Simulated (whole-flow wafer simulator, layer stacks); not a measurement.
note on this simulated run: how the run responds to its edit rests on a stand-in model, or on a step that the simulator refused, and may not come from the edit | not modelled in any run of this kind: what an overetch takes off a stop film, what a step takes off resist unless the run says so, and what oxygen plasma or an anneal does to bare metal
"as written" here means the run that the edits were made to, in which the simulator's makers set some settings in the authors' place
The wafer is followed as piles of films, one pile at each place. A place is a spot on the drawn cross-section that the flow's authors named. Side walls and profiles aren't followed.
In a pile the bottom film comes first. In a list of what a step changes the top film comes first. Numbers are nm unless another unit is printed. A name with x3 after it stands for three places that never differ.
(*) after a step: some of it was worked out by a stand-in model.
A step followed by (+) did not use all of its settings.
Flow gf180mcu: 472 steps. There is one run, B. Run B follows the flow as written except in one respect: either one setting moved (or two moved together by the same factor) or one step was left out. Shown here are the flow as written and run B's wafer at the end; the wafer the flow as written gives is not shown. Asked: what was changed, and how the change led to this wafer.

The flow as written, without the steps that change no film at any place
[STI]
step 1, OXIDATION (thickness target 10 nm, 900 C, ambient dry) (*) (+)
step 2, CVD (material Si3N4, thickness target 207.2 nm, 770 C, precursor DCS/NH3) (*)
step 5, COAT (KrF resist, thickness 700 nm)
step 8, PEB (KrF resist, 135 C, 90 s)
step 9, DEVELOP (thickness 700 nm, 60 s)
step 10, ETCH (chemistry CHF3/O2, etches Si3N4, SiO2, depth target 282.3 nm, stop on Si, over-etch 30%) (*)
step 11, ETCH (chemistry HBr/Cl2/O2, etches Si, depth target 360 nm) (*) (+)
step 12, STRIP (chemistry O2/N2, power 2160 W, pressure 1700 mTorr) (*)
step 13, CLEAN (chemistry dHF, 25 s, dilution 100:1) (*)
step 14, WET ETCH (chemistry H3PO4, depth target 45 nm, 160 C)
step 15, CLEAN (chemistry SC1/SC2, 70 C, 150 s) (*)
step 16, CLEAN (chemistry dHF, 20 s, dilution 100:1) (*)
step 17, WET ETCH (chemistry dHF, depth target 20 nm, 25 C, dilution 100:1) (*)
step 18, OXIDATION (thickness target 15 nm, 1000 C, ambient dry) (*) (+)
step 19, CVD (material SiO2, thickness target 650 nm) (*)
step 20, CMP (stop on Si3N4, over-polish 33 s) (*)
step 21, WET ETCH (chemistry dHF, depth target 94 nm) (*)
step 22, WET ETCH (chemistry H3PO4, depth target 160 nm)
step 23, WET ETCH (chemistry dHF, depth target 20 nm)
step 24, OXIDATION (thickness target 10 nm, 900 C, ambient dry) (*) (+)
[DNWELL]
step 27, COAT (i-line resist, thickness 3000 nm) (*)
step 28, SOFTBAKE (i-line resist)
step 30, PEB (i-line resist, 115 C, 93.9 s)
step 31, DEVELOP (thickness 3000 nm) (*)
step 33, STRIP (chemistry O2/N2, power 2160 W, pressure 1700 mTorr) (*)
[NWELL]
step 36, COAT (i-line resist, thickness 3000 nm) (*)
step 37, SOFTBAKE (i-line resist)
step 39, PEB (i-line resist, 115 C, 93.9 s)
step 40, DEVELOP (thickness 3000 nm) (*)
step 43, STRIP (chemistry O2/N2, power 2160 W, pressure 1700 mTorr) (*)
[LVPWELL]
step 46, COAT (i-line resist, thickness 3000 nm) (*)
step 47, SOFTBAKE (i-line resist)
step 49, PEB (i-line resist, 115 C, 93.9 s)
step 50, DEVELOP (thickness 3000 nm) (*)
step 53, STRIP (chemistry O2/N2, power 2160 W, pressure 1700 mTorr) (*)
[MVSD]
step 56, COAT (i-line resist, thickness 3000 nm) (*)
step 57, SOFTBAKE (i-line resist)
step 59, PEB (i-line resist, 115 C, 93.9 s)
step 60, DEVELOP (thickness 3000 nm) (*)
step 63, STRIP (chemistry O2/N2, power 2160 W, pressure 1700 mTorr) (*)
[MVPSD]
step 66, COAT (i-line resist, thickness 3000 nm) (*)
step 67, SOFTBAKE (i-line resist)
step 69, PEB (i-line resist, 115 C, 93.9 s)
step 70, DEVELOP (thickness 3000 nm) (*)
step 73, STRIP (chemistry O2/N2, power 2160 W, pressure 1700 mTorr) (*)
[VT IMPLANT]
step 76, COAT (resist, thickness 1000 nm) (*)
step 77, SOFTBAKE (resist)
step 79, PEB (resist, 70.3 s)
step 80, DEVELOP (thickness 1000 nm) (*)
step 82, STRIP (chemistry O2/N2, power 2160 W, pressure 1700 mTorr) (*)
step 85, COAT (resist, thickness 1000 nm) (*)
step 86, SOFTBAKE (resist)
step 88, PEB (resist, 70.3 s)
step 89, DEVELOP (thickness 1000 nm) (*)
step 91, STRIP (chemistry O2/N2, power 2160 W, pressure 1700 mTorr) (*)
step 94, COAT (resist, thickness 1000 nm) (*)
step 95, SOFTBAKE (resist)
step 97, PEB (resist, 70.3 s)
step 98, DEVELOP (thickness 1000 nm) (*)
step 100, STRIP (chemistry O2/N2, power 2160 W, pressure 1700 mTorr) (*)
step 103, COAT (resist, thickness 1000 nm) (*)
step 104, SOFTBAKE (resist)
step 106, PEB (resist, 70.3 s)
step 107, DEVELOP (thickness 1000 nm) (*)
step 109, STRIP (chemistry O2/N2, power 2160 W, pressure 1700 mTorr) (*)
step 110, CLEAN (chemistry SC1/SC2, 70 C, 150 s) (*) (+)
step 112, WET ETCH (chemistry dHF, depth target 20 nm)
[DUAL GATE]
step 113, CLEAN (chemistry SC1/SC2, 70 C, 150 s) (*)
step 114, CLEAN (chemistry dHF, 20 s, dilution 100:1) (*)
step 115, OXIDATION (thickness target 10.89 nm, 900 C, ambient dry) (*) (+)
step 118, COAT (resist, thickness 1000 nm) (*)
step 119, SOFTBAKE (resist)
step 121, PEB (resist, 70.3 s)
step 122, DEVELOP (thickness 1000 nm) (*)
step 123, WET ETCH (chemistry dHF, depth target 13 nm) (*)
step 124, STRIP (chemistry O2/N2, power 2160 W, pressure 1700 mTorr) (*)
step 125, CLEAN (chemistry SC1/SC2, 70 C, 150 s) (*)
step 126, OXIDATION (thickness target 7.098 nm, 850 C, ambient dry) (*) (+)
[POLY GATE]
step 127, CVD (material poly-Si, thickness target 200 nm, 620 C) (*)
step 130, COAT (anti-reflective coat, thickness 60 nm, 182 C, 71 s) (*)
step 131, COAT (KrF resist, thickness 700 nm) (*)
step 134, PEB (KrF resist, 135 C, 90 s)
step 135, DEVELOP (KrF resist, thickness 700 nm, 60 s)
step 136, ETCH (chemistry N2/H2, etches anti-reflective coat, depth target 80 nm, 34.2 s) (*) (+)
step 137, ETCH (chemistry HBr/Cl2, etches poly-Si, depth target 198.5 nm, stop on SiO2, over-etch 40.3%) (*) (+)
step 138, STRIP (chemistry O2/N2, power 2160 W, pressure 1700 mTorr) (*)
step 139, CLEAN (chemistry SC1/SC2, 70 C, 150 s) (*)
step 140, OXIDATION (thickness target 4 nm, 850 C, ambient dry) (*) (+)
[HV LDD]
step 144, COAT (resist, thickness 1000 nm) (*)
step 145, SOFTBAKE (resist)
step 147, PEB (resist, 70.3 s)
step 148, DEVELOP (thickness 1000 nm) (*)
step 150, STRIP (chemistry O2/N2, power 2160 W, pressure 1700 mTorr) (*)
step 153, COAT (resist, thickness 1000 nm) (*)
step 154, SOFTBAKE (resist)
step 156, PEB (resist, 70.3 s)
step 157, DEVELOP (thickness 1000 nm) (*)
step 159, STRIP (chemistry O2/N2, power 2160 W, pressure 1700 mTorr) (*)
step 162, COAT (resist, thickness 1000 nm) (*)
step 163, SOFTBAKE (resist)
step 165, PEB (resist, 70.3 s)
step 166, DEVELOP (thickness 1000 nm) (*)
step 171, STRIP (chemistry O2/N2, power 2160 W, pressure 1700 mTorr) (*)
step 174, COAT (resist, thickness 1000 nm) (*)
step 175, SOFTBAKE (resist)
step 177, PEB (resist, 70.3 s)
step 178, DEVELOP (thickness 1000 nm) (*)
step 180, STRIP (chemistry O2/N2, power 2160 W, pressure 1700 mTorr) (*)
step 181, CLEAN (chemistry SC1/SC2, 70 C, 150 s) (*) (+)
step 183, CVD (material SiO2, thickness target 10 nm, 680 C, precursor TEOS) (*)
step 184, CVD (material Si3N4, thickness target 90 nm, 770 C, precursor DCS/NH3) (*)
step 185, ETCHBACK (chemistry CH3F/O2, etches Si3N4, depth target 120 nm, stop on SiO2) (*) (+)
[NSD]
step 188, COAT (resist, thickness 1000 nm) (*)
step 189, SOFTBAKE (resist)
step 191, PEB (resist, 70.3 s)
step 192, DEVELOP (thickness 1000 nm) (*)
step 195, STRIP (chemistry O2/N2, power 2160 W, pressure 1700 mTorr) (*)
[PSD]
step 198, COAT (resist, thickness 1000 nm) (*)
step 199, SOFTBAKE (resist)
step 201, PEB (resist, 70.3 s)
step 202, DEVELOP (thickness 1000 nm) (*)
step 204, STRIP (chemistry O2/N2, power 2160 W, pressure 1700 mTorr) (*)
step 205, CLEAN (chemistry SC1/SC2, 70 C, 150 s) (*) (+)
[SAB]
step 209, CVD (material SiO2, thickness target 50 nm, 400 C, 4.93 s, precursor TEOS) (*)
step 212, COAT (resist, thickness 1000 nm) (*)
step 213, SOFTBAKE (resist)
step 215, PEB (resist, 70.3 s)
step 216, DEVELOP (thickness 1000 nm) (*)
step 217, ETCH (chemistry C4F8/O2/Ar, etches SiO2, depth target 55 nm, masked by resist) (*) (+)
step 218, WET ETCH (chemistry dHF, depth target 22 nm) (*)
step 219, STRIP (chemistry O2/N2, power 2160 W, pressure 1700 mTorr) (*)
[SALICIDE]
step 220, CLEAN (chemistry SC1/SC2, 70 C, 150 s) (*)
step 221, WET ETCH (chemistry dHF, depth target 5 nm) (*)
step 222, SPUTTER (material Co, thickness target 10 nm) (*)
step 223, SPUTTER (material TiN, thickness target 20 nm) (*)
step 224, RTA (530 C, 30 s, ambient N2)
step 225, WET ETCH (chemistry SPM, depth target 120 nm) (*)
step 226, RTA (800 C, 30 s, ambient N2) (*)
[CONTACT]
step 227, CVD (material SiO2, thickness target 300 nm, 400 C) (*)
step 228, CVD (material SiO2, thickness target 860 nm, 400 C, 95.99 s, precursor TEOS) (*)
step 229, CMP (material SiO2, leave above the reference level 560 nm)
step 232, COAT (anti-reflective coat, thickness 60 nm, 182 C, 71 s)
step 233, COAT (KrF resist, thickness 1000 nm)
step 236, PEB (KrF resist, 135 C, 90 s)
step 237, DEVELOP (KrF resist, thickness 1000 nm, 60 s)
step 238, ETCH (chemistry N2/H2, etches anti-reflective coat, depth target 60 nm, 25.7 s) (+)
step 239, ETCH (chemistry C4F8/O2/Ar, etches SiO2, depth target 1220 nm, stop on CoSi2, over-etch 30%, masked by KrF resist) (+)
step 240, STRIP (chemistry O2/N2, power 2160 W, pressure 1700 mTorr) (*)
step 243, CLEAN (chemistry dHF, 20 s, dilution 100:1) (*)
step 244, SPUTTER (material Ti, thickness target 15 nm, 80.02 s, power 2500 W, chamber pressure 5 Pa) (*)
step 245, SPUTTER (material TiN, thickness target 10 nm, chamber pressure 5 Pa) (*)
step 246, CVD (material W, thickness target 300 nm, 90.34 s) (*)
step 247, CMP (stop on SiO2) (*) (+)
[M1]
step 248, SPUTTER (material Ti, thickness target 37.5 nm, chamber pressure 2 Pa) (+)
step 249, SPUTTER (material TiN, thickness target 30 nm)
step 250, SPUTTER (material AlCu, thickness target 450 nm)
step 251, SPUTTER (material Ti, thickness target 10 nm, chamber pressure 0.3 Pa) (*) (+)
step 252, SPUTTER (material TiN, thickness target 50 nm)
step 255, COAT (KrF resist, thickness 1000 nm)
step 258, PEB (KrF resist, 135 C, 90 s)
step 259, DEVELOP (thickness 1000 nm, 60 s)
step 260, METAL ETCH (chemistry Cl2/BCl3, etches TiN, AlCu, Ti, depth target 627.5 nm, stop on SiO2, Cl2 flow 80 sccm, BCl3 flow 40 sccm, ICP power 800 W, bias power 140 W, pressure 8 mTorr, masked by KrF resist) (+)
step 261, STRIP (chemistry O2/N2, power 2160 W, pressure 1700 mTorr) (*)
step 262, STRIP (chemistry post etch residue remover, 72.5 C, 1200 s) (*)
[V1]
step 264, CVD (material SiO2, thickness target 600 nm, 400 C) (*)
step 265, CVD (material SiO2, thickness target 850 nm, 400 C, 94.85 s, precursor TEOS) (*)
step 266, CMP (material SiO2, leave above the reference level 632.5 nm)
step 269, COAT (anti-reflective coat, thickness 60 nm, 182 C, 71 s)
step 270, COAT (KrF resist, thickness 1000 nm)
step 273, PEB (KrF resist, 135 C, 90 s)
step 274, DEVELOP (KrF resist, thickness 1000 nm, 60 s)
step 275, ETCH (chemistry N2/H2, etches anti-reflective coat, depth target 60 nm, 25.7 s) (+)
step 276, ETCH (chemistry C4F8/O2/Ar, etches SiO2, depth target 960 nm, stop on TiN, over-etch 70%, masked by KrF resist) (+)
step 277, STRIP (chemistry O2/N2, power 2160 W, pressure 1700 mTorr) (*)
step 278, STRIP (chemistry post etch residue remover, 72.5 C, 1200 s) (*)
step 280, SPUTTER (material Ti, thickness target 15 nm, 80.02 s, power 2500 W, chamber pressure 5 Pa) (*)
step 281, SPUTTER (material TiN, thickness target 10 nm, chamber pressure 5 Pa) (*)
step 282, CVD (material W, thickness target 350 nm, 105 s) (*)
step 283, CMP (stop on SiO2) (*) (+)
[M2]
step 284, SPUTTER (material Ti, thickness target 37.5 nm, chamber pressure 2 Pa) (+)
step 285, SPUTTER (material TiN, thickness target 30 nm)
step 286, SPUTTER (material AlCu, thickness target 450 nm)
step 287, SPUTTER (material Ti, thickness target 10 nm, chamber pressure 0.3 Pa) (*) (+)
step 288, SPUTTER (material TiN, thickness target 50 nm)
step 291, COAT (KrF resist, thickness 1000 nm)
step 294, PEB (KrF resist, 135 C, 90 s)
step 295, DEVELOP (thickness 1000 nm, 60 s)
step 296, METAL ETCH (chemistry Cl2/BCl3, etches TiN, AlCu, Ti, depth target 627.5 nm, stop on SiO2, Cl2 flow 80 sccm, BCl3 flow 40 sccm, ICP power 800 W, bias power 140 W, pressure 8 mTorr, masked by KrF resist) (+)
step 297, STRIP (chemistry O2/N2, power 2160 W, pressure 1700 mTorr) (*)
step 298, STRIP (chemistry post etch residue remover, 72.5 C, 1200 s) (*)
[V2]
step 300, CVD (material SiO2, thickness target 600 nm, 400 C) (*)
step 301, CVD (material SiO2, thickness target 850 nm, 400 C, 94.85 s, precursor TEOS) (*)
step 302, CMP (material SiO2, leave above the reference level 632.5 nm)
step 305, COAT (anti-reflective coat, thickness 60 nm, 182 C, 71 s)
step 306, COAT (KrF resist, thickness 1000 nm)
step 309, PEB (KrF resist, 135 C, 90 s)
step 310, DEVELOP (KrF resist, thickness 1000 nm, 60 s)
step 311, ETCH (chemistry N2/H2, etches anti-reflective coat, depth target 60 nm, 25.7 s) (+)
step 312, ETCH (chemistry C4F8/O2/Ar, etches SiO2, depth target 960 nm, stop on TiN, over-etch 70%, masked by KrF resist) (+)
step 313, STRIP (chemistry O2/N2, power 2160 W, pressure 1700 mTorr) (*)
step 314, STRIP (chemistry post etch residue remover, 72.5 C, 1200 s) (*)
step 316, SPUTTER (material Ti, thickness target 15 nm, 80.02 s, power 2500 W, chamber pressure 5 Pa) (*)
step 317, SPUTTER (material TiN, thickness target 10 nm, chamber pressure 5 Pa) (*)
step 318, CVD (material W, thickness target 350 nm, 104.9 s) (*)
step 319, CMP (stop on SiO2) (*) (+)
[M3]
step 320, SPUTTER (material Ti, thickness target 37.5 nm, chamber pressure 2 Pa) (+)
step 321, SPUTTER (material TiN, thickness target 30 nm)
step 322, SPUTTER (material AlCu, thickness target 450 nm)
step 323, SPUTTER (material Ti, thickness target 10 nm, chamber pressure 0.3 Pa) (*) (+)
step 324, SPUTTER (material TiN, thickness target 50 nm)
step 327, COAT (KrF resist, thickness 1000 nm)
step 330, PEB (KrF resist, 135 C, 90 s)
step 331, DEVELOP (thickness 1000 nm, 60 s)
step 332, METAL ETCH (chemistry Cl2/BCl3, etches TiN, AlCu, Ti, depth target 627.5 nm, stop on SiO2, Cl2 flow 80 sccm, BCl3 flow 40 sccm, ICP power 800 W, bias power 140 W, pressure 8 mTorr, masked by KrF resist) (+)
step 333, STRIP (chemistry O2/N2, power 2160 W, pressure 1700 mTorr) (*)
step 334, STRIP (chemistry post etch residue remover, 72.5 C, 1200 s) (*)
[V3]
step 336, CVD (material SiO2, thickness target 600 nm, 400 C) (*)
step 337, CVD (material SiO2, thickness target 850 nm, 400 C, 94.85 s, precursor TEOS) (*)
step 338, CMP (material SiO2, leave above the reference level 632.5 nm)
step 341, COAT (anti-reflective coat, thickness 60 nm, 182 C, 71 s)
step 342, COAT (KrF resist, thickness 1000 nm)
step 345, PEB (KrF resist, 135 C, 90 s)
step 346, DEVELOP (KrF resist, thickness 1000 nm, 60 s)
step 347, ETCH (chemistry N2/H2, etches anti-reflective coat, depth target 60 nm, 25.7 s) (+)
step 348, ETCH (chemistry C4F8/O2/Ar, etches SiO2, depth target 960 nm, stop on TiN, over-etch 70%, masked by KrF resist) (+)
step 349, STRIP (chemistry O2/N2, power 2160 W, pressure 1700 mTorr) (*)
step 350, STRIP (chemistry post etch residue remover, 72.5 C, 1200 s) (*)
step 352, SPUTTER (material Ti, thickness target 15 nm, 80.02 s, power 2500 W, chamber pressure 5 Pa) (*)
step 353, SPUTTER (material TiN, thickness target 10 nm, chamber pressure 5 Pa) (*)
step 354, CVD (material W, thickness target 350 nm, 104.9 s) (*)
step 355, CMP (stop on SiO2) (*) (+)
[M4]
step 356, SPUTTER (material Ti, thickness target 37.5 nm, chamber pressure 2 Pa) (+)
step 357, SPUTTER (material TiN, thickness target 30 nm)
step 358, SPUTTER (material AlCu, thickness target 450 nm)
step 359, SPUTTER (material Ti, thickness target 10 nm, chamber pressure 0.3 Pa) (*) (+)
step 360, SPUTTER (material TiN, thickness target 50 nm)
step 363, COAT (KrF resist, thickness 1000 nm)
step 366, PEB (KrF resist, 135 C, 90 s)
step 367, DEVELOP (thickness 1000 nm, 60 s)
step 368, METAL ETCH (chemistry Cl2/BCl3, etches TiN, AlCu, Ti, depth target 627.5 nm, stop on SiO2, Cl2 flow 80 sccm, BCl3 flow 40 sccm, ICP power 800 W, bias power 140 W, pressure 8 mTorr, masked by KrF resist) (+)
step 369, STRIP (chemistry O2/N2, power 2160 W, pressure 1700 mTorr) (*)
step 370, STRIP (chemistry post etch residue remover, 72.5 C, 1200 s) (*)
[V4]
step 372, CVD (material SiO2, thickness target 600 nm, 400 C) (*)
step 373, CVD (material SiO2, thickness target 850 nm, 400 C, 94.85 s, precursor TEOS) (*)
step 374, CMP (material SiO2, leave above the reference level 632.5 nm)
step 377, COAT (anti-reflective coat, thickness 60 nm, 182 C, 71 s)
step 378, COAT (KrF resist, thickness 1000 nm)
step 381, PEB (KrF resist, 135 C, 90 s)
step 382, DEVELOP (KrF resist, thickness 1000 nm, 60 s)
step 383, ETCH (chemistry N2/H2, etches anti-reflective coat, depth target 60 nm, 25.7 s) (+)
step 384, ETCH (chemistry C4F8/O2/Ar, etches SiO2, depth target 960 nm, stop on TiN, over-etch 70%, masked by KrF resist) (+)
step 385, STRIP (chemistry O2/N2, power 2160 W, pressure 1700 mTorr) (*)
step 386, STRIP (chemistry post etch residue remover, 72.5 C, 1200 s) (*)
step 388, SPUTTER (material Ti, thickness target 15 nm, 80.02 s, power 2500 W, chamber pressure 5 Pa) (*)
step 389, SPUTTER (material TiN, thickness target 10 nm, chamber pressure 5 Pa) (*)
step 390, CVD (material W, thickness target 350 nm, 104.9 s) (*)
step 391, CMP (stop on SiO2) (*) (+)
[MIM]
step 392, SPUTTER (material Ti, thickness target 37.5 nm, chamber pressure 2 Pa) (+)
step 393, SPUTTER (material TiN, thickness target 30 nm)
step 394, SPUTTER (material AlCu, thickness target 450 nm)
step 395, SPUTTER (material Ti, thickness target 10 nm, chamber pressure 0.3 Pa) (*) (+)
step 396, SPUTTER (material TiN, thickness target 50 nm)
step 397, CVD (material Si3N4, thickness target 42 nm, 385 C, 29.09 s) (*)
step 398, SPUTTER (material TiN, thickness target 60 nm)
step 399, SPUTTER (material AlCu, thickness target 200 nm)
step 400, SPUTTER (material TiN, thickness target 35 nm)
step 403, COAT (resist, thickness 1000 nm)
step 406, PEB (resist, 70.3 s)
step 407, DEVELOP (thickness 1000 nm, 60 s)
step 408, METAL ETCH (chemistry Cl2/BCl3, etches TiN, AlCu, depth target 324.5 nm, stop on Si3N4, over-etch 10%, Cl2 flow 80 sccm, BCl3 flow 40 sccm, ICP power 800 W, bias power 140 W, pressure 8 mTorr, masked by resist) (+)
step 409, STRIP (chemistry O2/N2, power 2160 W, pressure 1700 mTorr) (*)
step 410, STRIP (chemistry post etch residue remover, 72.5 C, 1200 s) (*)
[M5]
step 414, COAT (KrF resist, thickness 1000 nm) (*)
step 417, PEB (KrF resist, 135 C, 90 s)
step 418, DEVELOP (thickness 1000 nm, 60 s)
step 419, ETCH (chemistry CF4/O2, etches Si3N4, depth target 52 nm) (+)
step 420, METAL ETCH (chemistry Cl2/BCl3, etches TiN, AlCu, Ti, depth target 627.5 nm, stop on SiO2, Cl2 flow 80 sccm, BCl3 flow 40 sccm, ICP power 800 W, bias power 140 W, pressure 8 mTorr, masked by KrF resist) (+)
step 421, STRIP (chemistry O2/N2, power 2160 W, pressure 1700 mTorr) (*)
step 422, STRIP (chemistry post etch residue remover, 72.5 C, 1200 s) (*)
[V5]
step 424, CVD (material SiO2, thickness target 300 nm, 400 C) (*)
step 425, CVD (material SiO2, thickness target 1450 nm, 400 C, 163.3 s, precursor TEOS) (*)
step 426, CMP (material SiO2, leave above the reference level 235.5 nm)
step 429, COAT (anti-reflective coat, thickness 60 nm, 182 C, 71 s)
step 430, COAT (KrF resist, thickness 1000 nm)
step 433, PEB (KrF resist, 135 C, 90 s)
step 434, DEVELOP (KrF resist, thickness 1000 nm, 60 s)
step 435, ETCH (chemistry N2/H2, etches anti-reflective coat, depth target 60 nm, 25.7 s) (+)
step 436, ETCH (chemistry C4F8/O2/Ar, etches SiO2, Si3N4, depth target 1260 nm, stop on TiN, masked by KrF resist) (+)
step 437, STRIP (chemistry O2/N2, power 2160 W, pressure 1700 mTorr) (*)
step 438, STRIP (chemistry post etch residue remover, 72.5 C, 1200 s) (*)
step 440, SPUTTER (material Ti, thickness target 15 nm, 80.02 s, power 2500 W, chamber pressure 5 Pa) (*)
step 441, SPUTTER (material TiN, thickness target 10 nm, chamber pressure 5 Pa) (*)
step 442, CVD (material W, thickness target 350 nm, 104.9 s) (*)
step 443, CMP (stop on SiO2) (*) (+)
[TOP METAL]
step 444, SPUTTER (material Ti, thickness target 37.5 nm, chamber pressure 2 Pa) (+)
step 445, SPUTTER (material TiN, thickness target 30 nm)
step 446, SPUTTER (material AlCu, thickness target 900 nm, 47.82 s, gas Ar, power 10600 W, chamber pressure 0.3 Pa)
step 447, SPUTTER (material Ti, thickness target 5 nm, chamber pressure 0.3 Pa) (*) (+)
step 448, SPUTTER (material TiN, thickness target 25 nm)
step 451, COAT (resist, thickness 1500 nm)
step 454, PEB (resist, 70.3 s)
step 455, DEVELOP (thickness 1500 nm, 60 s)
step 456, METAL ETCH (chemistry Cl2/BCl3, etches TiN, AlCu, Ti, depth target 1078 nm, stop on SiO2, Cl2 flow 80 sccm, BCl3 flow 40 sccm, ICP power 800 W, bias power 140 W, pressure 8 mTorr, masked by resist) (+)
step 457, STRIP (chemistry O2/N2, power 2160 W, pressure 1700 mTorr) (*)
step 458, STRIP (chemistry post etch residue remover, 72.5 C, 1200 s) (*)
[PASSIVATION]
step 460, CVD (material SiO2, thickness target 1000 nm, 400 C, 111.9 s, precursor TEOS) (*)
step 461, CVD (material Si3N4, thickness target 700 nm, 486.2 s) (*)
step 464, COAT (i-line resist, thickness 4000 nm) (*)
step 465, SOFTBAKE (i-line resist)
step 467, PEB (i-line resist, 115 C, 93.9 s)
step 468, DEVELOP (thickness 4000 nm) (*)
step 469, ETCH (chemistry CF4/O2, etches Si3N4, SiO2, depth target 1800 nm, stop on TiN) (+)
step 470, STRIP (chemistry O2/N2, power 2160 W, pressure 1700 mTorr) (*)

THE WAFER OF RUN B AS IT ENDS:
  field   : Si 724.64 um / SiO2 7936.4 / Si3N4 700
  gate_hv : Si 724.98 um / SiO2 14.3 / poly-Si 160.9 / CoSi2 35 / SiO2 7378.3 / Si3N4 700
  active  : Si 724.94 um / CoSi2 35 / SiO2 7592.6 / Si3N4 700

Cause: step 338, CMP: leave above the reference level 341.6 nm was run, while the flow as written has leave above the reference level 632.5 nm.

Step by step, how the change led to this:
  step 338, CMP (material SiO2, leave above the reference level 632.5 nm)
      field, field__w1, field__w2 and 103 more: SiO2 loses 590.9 (as written it would have been: SiO2 loses 300)
      field__w8, contact, m1, m1__w1, m1_nw: SiO2 loses 1168 (as written it would have been: SiO2 loses 877.1)
  step 348, ETCH (chemistry C4F8/O2/Ar, etches SiO2, depth target 960 nm, stop on TiN, over-etch 70%, masked by KrF resist) (+)
      field, field__w1, field__w2 and 107 more: KrF resist loses 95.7 (as written it would have been: KrF resist loses 192)
      contact: SiO2 loses 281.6 (all of it) (as written it would have been: SiO2 loses 572.5 (all of it))
  step 349, STRIP (chemistry O2/N2, power 2160 W, pressure 1700 mTorr) (*)
      field, field__w1, field__w2 and 107 more: KrF resist loses 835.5 (all of it), anti-reflective coat loses 60 (all of it) (as written it would have been: KrF resist loses 739.2 (all of it), anti-reflective coat loses 60 (all of it))
  step 352, SPUTTER (material Ti, thickness target 15 nm, 80.02 s, power 2500 W, chamber pressure 5 Pa) (*)
      contact: Ti gains 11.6 (new film) (as written it would have been: Ti gains 9.65 (new film))
  step 353, SPUTTER (material TiN, thickness target 10 nm, chamber pressure 5 Pa) (*)
      contact: TiN gains 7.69 (new film) (as written it would have been: TiN gains 6.4 (new film))
  step 354, CVD (material W, thickness target 350 nm, 104.9 s) (*)
      contact: W gains 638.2 (new film) (as written it would have been: W gains 932.3 (new film))
